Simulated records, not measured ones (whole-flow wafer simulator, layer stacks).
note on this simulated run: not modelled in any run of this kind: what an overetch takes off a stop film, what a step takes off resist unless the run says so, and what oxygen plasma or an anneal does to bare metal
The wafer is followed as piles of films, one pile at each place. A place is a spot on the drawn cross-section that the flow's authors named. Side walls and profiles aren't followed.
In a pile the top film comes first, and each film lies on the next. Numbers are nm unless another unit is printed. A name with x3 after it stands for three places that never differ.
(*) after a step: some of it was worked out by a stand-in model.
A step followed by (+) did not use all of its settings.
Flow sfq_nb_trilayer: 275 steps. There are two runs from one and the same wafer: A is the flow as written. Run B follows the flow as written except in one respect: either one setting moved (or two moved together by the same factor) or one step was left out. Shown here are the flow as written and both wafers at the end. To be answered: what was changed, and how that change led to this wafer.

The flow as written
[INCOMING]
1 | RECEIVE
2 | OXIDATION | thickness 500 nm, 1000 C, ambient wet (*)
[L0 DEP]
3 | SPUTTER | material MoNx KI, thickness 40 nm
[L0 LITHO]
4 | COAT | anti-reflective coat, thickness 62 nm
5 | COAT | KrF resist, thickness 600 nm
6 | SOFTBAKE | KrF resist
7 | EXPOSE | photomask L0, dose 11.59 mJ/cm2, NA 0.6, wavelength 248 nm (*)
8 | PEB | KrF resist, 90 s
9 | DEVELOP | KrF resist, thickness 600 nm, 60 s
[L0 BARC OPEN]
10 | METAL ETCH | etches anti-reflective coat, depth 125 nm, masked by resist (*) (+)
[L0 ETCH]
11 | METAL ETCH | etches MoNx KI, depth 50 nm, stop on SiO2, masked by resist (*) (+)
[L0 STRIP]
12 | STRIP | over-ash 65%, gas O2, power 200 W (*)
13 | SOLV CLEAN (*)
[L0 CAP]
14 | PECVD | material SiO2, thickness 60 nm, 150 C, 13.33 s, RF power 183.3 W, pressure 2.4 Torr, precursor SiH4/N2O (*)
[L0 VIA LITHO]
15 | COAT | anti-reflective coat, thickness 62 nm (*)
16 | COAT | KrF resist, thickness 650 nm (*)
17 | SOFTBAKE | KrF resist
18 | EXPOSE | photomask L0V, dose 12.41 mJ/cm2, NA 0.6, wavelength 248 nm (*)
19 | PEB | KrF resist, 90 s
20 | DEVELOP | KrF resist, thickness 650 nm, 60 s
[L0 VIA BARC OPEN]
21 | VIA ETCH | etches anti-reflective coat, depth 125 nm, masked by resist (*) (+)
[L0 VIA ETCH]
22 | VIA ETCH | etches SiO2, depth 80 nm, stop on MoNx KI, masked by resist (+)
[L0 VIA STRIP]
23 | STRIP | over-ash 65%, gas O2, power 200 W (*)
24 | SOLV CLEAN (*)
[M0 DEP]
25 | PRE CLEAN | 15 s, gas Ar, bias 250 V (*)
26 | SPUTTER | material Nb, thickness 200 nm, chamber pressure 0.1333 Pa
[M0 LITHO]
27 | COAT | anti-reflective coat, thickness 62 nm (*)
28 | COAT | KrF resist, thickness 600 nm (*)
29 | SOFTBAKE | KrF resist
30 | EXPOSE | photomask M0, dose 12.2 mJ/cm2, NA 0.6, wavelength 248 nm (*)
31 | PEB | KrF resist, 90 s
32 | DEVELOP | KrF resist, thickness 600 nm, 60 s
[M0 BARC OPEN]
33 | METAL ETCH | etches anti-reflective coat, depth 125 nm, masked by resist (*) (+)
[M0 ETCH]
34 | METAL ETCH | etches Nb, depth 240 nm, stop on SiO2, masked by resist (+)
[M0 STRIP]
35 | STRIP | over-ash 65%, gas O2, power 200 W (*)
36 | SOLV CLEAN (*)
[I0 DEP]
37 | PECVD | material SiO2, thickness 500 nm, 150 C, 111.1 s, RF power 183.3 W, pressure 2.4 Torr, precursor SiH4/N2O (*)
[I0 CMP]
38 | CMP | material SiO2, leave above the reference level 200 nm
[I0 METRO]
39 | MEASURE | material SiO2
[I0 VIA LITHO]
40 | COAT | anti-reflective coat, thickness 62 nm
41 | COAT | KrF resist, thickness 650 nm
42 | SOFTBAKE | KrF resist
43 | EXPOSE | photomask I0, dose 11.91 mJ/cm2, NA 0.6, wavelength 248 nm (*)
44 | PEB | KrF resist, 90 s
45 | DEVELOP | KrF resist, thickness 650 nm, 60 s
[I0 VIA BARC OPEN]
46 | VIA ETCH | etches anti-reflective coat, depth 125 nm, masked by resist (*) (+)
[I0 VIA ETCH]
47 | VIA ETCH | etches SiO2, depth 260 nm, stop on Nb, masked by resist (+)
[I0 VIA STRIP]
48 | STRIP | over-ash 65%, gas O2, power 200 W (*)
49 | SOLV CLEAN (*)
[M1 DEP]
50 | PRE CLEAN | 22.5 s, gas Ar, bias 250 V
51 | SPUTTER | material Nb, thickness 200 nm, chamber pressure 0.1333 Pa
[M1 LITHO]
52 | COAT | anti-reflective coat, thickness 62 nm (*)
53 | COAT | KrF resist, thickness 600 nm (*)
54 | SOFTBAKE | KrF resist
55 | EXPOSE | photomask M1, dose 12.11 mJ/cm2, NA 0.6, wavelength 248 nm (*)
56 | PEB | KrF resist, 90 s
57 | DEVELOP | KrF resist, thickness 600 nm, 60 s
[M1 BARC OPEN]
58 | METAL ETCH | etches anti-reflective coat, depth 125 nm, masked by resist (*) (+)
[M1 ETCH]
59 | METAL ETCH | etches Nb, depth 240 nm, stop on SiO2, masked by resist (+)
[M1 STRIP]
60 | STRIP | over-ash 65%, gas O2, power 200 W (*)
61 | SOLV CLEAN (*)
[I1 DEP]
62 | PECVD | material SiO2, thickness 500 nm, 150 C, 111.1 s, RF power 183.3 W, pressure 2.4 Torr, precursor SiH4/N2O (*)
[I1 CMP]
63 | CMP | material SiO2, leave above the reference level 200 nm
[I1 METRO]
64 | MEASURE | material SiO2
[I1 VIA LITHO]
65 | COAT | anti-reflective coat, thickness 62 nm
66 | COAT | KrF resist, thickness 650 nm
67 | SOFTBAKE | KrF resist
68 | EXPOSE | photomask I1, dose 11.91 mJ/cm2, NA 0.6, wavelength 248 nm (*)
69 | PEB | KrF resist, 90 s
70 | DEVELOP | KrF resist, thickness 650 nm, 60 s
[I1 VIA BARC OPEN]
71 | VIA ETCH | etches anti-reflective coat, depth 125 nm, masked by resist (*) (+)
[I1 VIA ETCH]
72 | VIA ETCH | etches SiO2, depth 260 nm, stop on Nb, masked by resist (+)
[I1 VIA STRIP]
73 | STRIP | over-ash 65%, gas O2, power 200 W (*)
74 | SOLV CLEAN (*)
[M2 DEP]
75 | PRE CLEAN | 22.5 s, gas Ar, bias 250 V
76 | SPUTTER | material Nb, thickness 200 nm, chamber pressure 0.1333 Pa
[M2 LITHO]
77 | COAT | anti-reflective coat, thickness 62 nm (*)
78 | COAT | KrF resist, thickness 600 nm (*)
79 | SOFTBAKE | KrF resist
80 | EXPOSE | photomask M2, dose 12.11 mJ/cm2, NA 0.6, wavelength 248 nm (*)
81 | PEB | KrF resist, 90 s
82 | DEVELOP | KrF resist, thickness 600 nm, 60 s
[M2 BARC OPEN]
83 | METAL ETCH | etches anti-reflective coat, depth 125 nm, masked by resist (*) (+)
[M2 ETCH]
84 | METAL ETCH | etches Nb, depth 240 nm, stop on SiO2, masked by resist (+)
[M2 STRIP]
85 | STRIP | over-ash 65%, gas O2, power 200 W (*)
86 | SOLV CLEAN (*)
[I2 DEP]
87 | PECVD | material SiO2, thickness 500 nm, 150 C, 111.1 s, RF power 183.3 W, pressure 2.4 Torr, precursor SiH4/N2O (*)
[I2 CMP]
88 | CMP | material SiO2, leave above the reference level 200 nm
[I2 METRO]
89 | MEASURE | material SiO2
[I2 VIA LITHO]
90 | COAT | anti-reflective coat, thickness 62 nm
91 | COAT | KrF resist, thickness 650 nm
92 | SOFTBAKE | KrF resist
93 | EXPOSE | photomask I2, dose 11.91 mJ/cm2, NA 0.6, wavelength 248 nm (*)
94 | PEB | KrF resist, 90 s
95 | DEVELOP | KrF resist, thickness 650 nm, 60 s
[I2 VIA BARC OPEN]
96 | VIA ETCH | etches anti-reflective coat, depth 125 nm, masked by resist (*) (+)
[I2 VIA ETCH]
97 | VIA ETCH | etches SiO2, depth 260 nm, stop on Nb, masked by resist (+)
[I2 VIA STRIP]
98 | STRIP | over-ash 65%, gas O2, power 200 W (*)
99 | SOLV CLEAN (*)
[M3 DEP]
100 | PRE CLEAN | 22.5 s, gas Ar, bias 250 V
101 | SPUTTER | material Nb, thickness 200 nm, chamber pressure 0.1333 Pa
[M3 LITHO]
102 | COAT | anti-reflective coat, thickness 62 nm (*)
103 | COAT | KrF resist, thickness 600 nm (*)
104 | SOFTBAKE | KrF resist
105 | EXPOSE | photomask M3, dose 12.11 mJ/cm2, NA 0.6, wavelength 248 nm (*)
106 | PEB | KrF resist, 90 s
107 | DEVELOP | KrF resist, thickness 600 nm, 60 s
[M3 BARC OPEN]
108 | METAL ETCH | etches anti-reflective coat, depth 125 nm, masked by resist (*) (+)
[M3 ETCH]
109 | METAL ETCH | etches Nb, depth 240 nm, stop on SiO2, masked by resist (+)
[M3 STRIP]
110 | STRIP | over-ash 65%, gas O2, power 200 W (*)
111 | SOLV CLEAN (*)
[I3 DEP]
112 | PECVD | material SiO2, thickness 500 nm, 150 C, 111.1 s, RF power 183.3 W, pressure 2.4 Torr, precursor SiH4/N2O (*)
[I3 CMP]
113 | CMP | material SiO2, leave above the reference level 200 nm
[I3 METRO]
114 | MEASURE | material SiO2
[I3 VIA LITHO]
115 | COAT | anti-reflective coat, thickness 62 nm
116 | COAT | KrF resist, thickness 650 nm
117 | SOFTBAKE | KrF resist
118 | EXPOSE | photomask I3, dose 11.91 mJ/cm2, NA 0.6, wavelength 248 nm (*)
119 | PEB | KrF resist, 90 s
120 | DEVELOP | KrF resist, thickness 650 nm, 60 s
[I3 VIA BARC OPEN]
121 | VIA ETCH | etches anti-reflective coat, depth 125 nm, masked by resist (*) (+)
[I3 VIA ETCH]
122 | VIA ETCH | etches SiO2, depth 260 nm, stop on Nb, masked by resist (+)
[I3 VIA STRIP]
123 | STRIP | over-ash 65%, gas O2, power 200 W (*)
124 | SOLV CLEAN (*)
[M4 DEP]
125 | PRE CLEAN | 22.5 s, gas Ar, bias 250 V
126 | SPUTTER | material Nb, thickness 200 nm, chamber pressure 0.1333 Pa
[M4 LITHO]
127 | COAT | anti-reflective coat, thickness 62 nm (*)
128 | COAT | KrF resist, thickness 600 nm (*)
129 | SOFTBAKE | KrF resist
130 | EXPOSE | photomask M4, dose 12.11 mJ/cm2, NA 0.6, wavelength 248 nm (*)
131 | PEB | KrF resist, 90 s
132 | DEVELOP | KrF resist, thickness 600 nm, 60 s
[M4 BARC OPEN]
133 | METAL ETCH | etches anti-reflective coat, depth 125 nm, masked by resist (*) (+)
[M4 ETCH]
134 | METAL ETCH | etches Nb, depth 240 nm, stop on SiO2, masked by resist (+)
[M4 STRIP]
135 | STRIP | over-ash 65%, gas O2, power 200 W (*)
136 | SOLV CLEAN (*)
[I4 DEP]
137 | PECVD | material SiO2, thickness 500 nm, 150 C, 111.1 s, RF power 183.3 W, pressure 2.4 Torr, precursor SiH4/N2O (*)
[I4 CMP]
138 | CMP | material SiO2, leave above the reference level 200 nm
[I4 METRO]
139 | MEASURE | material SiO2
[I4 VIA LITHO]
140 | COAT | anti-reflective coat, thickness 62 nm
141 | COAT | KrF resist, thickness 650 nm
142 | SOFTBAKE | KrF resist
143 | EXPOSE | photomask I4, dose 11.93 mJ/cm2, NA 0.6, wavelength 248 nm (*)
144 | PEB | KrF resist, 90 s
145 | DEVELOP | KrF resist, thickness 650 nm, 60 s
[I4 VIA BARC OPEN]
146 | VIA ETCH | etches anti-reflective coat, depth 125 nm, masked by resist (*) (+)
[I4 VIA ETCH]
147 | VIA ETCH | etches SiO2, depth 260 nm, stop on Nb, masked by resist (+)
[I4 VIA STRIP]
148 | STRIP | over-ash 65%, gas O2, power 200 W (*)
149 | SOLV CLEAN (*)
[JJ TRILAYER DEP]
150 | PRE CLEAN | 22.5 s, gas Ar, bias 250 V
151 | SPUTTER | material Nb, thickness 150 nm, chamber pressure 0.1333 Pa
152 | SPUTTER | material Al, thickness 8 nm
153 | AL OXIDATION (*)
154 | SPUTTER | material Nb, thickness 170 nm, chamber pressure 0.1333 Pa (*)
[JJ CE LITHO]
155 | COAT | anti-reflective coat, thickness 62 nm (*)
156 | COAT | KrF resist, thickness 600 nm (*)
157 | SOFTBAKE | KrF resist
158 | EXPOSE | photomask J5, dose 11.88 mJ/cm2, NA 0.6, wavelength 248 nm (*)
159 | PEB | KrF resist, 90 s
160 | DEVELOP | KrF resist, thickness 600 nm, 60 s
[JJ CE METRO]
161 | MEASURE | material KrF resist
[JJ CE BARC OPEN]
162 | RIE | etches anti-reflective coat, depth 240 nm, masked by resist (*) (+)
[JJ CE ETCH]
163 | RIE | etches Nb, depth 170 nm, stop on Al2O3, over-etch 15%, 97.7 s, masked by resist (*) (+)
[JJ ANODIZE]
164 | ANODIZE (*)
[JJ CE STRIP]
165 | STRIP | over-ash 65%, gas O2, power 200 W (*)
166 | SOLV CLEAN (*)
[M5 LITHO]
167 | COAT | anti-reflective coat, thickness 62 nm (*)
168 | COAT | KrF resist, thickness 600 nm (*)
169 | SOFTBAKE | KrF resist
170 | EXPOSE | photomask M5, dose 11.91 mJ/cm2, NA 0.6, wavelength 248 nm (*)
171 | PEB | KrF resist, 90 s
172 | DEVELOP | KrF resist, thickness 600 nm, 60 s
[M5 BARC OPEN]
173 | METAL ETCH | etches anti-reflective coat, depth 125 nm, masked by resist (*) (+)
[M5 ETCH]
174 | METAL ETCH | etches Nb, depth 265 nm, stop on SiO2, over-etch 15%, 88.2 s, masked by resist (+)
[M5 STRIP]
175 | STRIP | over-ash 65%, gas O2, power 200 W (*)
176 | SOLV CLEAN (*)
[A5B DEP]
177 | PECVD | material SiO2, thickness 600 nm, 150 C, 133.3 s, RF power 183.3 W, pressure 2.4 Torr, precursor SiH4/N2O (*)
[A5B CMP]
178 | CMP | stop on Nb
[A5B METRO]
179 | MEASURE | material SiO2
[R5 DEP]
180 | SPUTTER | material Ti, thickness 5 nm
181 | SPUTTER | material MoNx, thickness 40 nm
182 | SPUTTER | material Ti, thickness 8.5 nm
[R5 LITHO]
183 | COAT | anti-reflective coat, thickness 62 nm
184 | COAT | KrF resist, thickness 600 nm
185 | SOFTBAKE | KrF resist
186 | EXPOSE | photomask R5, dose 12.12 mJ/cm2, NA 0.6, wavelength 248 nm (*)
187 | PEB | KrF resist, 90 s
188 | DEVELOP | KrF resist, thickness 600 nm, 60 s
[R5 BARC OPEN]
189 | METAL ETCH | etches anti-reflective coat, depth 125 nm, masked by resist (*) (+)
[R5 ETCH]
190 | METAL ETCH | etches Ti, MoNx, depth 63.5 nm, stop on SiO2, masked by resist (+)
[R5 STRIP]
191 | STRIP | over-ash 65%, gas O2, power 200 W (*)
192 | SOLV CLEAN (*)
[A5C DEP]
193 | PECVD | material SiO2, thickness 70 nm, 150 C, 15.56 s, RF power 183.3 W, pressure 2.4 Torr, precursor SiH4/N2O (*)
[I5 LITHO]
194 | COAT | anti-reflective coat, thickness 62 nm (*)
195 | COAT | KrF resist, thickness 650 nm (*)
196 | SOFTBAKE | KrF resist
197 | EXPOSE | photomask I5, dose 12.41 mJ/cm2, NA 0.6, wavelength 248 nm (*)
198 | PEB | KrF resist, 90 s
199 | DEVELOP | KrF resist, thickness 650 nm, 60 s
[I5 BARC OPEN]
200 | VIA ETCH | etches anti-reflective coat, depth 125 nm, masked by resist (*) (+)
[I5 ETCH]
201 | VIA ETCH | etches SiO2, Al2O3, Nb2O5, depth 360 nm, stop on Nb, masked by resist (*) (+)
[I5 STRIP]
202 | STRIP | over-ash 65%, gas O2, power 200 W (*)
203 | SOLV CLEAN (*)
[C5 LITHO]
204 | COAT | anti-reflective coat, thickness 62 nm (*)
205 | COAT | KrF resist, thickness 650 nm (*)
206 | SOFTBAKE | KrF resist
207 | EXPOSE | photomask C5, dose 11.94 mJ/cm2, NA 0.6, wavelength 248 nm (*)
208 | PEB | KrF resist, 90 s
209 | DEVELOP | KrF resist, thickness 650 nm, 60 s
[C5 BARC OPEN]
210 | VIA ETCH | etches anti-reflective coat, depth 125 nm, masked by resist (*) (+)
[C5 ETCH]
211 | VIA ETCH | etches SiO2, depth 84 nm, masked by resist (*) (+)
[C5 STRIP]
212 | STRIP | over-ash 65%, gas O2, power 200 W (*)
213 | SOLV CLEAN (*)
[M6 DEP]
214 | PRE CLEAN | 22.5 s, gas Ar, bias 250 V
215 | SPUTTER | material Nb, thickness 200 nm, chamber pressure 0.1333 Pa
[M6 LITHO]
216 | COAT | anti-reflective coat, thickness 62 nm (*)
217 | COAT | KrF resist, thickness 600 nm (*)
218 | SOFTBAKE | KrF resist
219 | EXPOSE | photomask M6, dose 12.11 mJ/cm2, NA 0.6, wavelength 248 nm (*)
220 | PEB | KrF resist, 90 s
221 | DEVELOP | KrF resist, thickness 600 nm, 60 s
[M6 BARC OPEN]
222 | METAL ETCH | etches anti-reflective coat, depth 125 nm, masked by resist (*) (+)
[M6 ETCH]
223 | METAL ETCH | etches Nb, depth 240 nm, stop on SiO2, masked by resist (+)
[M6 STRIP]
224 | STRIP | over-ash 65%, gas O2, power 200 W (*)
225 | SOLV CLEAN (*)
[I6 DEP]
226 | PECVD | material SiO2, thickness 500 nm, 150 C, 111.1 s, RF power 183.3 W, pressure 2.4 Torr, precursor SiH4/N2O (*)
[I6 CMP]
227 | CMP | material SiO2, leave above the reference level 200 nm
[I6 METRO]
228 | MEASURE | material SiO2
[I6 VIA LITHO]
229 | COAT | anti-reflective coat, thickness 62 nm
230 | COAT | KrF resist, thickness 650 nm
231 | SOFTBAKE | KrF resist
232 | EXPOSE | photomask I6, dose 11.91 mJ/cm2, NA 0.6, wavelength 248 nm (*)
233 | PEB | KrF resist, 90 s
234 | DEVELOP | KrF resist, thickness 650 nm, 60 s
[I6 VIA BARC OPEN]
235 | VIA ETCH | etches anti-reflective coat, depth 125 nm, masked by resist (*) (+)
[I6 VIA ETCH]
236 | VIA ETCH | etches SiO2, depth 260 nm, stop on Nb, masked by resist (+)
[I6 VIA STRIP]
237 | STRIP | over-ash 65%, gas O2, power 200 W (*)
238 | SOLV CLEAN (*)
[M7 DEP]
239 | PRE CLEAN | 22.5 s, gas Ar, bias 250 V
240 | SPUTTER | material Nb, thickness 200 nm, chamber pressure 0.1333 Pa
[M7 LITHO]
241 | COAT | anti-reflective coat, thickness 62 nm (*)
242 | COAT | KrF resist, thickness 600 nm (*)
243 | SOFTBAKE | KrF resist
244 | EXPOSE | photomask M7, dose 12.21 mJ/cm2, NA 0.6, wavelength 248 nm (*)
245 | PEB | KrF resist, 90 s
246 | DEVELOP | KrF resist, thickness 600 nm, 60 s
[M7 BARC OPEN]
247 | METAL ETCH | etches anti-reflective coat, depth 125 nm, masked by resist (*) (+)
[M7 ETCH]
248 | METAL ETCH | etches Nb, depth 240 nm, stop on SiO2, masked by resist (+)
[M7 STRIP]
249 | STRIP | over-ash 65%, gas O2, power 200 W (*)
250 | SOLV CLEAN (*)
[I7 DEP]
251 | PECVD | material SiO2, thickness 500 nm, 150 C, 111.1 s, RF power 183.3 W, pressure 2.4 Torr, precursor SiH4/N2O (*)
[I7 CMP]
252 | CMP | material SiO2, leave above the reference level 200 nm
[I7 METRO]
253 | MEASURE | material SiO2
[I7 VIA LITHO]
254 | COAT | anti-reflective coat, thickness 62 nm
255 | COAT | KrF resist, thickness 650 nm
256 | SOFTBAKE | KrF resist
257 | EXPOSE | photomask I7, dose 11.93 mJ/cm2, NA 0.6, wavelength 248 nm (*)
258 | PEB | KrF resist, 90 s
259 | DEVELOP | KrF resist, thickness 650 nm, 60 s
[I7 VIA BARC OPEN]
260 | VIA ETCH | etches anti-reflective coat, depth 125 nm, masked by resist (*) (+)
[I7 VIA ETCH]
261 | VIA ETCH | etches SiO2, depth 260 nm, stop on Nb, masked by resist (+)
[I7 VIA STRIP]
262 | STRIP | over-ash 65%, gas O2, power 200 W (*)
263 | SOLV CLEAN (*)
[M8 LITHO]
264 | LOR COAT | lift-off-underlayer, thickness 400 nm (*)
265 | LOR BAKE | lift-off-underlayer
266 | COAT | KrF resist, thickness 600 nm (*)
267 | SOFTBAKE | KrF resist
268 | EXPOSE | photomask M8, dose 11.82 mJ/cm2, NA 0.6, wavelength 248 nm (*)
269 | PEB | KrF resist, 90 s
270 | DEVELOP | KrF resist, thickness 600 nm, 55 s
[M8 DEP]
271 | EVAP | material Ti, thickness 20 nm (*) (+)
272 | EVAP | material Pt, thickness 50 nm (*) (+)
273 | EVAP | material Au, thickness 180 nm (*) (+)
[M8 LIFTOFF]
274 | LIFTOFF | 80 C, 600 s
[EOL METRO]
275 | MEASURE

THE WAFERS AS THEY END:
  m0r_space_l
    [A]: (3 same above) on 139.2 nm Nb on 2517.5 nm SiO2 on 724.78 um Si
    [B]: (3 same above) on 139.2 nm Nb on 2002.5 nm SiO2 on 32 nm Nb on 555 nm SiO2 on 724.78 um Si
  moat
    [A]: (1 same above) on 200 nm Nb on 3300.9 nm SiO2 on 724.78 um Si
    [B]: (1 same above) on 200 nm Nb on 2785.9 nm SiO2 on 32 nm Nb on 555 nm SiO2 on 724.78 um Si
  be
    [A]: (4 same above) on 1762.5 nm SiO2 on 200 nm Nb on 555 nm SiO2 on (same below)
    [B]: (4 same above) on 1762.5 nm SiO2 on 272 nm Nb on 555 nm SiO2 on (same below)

The reason: step 26, SPUTTER: thickness 272 nm was run, while the flow as written has thickness 200 nm.
One can read it off the wafer: be has Nb 272, and step 26 as written asks for 200 nm.

The path from the change to this, step by step:
  26 | SPUTTER | material Nb, thickness 200 nm, chamber pressure 0.1333 Pa
      field_l, v_sur, via_wl and 102 more: A +200 Nb (new film) | B +272 Nb (new film)
      l0v: A +195.7 Nb (new film) | B +267.9 Nb (new film)
  34 | METAL ETCH | etches Nb, depth 240 nm, stop on SiO2, masked by resist (+)
      moat, m0r_space_l, m0r_space_r: A -200 Nb (all of it) | B -240 Nb
  37 | PECVD | material SiO2, thickness 500 nm, 150 C, 111.1 s, RF power 183.3 W, pressure 2.4 Torr, precursor SiH4/N2O (*)
      moat, m0r_space_l, m0r_space_r: A +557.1 SiO2 | B +597.1 SiO2 (new film)
With metal films that touch counted as one body, m0r_space_l has 2 bodies (between them, from the top down: SiO2 2002.5); the flow as written gives 1 body.
With metal films that touch counted as one body, moat has 2 bodies (between them, from the top down: SiO2 2785.9); the flow as written gives 1 body.
